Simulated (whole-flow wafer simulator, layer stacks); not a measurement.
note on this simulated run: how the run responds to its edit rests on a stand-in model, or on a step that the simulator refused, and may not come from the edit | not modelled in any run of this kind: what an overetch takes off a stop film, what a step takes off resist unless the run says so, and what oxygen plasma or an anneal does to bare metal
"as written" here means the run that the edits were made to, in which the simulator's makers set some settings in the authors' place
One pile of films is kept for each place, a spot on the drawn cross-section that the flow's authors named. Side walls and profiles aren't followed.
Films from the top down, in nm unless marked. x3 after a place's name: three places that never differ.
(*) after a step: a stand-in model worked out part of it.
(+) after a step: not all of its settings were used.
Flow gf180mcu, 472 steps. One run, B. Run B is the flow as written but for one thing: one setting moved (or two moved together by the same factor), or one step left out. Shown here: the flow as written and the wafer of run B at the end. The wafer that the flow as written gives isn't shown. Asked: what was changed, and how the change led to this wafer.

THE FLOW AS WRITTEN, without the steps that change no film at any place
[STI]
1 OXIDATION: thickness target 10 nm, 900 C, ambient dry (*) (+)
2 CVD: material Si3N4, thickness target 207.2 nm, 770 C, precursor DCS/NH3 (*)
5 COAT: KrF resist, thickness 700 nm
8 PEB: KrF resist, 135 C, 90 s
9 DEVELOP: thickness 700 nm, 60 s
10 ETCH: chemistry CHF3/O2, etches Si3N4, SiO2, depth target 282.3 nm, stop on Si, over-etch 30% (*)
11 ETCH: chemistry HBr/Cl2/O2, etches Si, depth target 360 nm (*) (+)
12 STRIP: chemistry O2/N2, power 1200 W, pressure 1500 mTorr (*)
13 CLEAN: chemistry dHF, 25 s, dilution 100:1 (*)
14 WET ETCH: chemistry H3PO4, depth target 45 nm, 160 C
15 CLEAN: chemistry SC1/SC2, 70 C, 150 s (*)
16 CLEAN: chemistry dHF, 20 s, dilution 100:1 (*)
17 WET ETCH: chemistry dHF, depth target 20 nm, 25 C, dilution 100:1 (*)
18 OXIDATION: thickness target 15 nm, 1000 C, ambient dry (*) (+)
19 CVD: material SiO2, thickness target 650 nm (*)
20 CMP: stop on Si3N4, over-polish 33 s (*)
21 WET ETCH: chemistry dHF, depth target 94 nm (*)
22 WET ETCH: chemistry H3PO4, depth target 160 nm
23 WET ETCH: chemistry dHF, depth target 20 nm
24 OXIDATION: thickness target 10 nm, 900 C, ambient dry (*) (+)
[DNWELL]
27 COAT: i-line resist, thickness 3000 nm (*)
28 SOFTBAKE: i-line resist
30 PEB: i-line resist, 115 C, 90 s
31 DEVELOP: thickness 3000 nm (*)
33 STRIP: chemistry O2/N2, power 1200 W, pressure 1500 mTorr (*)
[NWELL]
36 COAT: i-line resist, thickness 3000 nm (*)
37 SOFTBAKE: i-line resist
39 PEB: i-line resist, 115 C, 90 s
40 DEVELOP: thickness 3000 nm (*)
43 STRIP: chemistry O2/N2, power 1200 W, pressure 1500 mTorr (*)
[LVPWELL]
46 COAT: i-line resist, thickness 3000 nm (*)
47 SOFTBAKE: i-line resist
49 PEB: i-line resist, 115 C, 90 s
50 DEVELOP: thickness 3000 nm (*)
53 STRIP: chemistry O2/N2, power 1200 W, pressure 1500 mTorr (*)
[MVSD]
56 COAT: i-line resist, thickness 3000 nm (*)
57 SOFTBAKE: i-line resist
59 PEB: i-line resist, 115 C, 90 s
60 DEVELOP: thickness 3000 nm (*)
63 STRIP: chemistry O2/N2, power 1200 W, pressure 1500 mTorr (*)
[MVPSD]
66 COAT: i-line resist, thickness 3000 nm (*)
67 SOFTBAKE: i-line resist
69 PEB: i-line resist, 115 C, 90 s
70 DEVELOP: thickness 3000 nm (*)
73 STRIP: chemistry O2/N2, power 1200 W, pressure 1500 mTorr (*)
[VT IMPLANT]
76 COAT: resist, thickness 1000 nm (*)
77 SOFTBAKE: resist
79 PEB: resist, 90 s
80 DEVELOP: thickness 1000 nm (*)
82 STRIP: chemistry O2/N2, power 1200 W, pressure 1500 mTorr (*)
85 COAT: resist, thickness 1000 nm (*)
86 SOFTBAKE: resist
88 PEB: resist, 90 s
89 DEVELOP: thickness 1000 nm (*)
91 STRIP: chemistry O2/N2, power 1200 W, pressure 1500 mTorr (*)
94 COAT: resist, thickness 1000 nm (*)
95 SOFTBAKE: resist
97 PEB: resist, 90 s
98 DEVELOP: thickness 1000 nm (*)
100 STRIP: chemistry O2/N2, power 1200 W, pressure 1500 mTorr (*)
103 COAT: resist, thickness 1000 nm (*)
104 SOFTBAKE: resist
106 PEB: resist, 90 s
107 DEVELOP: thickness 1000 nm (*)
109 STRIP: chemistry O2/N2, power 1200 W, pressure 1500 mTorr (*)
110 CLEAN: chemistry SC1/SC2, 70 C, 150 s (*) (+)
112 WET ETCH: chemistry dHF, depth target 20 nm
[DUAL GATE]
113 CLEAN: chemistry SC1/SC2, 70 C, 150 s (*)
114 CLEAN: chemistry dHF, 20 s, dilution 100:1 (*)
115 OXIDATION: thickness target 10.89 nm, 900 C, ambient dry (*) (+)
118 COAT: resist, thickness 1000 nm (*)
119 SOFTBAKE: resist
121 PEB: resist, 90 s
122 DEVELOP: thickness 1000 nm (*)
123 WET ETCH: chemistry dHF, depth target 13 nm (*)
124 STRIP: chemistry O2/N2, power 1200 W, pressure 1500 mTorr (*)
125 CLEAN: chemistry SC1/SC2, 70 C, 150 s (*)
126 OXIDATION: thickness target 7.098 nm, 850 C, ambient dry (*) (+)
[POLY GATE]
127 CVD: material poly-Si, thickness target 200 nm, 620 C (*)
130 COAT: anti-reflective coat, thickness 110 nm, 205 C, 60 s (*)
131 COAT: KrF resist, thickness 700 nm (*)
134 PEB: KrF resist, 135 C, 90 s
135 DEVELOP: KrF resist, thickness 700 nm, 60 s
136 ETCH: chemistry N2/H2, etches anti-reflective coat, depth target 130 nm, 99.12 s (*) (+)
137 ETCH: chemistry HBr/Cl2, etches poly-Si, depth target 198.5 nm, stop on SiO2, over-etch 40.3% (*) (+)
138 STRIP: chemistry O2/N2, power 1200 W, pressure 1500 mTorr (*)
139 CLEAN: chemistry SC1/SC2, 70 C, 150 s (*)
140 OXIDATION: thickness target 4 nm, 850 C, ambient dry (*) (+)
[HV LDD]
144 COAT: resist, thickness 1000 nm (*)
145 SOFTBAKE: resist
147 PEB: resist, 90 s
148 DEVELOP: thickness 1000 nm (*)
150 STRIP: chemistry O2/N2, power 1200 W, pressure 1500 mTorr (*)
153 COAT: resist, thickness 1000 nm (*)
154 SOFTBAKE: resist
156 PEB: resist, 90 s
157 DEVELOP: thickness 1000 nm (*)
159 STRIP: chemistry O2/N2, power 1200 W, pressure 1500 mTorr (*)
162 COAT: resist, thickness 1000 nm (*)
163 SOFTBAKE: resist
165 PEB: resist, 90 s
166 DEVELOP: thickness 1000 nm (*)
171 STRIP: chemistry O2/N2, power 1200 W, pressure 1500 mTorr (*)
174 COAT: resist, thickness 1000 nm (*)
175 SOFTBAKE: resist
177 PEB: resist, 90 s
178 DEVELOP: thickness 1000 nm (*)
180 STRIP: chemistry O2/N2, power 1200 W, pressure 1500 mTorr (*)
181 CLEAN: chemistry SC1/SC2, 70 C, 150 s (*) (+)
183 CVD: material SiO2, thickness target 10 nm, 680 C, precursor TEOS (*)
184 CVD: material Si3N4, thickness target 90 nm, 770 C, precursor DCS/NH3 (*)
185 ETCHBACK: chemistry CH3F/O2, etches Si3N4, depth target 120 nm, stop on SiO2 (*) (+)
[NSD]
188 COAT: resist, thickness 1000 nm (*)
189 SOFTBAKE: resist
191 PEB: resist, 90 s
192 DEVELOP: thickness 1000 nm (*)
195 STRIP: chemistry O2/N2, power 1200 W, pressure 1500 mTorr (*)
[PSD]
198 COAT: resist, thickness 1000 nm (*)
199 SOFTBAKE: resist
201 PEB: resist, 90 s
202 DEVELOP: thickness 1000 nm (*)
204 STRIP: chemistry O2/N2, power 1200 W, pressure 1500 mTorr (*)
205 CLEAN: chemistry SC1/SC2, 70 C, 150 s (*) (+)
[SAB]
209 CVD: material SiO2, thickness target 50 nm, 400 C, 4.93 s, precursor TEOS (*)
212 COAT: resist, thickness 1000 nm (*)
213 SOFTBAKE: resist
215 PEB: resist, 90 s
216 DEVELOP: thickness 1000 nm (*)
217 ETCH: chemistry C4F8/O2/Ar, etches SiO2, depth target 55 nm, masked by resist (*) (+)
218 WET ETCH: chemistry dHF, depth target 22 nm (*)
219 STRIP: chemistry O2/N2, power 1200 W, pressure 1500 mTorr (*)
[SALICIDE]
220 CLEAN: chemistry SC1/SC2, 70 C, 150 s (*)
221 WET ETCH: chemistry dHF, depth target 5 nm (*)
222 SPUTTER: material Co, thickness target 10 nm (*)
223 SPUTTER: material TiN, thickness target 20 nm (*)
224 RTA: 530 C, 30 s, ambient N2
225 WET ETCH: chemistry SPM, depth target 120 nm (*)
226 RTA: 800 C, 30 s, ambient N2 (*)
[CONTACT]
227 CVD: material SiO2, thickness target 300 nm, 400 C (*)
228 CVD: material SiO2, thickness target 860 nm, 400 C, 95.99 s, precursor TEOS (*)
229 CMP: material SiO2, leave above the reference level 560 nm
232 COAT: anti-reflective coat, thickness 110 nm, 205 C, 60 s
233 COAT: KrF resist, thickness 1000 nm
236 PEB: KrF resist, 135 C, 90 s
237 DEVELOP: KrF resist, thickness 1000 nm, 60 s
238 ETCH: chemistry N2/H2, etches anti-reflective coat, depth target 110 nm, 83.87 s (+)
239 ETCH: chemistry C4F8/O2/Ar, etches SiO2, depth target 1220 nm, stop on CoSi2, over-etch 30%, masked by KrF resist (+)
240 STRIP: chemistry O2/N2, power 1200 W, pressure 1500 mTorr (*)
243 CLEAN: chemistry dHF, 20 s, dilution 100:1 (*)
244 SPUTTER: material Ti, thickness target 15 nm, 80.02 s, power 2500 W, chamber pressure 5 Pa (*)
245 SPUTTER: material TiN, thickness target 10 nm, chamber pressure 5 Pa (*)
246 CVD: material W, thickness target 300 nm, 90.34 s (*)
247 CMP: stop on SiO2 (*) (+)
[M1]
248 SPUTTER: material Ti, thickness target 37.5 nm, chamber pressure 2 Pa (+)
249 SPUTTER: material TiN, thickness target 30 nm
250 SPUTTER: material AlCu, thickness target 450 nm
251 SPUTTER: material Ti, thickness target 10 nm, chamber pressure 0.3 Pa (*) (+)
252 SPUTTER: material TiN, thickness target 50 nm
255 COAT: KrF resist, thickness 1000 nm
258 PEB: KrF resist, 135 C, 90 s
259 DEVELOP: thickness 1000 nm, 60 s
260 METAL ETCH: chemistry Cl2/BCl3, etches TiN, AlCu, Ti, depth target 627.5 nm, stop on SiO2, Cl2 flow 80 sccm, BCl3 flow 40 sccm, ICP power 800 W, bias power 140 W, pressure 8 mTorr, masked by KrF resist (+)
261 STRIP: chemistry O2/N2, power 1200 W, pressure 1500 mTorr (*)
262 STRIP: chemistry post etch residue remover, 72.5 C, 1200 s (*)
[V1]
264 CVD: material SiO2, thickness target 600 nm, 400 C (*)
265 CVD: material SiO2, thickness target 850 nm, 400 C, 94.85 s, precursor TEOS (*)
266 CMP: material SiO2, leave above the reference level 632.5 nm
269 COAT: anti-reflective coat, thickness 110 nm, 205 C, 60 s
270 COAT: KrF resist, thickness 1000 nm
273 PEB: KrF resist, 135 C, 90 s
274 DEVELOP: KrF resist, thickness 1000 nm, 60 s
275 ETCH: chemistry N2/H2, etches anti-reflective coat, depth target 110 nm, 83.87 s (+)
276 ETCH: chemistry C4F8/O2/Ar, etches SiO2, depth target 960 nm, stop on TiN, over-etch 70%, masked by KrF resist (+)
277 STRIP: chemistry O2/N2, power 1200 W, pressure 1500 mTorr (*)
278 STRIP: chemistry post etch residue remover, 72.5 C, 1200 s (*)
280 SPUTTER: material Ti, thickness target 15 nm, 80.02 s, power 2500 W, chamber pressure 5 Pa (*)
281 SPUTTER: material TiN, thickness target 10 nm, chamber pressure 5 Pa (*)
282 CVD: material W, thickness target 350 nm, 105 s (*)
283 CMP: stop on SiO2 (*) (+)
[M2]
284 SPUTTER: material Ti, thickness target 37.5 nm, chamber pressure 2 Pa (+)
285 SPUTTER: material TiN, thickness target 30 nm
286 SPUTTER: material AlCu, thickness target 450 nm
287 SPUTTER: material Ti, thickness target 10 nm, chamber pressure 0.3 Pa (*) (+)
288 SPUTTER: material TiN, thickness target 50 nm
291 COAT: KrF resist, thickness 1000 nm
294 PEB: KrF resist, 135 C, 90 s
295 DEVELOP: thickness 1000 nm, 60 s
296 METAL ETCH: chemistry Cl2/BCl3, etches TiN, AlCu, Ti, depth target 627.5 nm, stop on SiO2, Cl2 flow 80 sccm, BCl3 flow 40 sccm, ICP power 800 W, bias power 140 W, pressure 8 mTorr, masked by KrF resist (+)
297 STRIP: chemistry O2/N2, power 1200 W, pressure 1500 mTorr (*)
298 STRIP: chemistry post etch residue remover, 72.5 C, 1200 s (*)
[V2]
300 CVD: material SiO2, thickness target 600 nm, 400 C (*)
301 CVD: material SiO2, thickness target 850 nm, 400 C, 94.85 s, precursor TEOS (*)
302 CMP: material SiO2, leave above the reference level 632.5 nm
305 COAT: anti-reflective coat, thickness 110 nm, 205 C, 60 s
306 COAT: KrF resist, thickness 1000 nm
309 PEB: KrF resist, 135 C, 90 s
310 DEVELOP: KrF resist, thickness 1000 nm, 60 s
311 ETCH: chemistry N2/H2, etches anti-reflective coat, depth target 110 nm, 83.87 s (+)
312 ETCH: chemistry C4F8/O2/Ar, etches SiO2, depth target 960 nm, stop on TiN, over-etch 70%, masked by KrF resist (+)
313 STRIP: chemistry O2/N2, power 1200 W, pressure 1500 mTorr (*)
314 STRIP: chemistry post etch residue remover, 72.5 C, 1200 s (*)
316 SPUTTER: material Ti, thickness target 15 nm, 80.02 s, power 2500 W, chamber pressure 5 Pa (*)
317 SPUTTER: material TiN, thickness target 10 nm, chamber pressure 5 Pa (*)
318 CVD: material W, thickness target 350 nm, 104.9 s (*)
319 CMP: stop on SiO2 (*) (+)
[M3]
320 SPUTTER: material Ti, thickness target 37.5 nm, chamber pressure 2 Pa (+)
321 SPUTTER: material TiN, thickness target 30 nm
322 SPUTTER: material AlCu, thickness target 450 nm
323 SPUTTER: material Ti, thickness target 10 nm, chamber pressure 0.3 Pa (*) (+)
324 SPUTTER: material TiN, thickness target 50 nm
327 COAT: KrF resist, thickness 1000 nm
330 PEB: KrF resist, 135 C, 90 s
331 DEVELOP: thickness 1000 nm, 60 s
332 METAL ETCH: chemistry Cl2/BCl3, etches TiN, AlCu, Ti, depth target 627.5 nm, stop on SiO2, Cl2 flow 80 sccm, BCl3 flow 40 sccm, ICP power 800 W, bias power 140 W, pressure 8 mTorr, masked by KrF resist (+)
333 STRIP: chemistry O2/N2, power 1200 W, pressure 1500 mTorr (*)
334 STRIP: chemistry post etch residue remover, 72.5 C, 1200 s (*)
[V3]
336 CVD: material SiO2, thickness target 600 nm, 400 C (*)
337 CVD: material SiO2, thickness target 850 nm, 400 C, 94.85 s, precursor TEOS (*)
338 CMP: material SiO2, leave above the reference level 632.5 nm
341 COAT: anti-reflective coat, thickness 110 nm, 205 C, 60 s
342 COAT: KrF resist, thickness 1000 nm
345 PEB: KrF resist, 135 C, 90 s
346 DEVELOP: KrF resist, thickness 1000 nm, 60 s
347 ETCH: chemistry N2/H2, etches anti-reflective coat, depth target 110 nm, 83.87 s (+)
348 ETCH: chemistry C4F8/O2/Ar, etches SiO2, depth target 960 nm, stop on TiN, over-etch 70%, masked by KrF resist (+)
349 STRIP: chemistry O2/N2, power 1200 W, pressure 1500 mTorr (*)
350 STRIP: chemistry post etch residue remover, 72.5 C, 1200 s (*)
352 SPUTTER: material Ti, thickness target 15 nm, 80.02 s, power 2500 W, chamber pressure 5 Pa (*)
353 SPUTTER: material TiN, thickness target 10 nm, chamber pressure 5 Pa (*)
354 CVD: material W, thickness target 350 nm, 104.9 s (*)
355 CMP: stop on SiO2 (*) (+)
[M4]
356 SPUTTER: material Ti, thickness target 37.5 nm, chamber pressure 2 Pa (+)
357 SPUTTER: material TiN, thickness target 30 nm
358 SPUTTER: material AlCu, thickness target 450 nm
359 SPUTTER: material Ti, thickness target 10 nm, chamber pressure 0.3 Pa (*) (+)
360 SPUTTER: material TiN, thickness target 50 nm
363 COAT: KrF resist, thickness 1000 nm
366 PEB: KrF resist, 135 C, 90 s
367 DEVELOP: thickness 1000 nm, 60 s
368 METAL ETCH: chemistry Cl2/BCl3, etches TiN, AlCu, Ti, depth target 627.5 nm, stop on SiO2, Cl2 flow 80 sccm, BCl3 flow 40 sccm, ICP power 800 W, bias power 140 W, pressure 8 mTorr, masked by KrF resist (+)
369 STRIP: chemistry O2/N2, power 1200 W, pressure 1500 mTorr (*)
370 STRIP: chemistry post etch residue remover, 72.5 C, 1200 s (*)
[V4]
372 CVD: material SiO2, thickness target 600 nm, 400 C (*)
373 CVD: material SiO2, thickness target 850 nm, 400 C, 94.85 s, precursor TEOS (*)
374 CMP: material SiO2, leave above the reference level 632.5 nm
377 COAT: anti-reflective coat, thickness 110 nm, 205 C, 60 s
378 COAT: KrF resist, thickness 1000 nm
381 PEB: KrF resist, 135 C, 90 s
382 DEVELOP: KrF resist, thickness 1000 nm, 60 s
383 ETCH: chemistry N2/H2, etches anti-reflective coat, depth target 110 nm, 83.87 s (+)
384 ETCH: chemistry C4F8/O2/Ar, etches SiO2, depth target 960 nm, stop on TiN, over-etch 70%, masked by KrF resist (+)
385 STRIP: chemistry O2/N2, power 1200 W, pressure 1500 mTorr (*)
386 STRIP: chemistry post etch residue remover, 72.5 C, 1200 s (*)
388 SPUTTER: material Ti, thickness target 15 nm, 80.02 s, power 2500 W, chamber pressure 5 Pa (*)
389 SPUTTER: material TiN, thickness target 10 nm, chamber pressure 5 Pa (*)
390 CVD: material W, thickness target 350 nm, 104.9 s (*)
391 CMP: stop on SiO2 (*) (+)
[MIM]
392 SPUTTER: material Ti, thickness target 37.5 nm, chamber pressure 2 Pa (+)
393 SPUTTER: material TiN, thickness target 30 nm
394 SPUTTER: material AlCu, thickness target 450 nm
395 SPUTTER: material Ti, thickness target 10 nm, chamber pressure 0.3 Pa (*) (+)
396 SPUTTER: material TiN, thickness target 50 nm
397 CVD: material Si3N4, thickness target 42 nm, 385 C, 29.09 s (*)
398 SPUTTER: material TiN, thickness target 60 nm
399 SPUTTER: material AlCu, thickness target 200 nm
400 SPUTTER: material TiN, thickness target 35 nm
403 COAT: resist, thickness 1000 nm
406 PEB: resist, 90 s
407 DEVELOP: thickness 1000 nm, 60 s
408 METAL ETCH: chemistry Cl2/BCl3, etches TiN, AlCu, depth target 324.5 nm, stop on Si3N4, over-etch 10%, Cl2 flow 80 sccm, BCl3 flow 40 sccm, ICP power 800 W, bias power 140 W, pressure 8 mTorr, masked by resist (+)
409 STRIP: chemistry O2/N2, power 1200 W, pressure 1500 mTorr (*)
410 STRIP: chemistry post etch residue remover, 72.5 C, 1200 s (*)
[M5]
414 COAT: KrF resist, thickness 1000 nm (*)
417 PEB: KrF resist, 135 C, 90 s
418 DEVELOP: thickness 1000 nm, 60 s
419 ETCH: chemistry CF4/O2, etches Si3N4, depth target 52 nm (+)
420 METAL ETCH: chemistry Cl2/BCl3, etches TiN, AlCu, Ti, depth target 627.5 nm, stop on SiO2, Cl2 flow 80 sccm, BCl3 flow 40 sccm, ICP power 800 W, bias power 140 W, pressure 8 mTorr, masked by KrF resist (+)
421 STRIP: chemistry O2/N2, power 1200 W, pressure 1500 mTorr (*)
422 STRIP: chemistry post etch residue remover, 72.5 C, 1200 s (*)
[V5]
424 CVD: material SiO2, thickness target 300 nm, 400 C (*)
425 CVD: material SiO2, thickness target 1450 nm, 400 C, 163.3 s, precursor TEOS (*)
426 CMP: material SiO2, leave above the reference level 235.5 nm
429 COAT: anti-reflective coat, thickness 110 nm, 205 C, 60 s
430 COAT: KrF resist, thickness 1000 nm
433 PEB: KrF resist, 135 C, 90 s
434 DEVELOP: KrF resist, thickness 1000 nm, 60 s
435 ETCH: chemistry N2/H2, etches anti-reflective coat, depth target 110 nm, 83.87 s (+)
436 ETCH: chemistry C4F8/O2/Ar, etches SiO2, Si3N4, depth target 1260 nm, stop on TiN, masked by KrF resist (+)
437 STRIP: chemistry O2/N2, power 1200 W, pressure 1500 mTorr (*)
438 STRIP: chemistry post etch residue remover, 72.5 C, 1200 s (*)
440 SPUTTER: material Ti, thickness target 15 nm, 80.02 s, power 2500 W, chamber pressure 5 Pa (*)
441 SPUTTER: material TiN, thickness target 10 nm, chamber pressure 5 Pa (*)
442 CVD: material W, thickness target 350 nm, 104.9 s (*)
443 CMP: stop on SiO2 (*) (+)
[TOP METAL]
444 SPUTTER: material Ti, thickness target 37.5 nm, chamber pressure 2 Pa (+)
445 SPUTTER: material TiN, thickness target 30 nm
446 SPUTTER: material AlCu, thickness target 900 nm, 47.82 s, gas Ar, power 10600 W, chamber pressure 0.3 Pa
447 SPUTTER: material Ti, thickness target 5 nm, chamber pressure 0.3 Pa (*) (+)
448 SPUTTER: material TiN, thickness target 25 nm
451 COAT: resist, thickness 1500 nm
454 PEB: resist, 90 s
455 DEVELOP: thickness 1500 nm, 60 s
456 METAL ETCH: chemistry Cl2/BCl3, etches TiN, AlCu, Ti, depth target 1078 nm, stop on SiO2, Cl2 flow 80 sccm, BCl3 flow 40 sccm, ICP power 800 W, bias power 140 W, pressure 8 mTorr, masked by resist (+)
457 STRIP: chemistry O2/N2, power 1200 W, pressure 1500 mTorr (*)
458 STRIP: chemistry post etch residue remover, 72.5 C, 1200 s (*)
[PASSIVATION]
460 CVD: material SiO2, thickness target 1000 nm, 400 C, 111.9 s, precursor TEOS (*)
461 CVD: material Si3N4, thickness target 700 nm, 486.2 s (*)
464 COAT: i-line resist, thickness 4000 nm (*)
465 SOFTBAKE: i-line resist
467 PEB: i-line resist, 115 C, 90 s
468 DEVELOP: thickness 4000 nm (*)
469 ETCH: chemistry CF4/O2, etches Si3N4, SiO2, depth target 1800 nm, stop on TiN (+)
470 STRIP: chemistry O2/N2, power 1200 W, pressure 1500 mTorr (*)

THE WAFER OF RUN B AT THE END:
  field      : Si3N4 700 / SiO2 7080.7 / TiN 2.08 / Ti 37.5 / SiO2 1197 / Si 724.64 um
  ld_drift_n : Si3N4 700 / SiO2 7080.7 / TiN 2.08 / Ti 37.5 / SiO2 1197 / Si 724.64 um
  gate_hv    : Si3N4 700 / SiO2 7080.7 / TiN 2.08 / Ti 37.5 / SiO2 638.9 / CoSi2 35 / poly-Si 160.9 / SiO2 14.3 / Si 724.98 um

The cause: step 250, SPUTTER: thickness target 540 nm was run, where the flow has thickness target 450 nm.

How the change led to this, step by step:
  250 SPUTTER: material AlCu, thickness target 450 nm
      field, field__w1, field__w2 and 108 more: AlCu +540 (new film) (as written it would be: AlCu +450 (new film))
  260 METAL ETCH: chemistry Cl2/BCl3, etches TiN, AlCu, Ti, depth target 627.5 nm, stop on SiO2, Cl2 flow 80 sccm, BCl3 flow 40 sccm, ICP power 800 W, bias power 140 W, pressure 8 mTorr, masked by KrF resist (+)
      field, field__w1, field__w2 and 99 more: TiN -50 (all of it), Ti -10 (all of it), AlCu -540 (all of it), TiN -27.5 (as written it would be: TiN -50 (all of it), Ti -10 (all of it), AlCu -450 (all of it), TiN -30 (all of it), Ti -37.5 (all of it))
  264 CVD: material SiO2, thickness target 600 nm, 400 C (*)
      field, field__w1, field__w2 and 99 more: SiO2 +600 (new film) (as written it would be: SiO2 +600)
  266 CMP: material SiO2, leave above the reference level 632.5 nm
      field, field__w1, field__w2 and 99 more: SiO2 -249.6 (as written it would be: SiO2 -300)
Counting metal films that touch as one body, field has 1 body; the flow as written gives 0 bodies.
Counting metal films that touch as one body, ld_drift_n has 1 body; the flow as written gives 0 bodies.
Counting metal films that touch as one body, gate_hv has 2 bodies (between them, from the top down: SiO2 638.9); the flow as written gives 1 body.
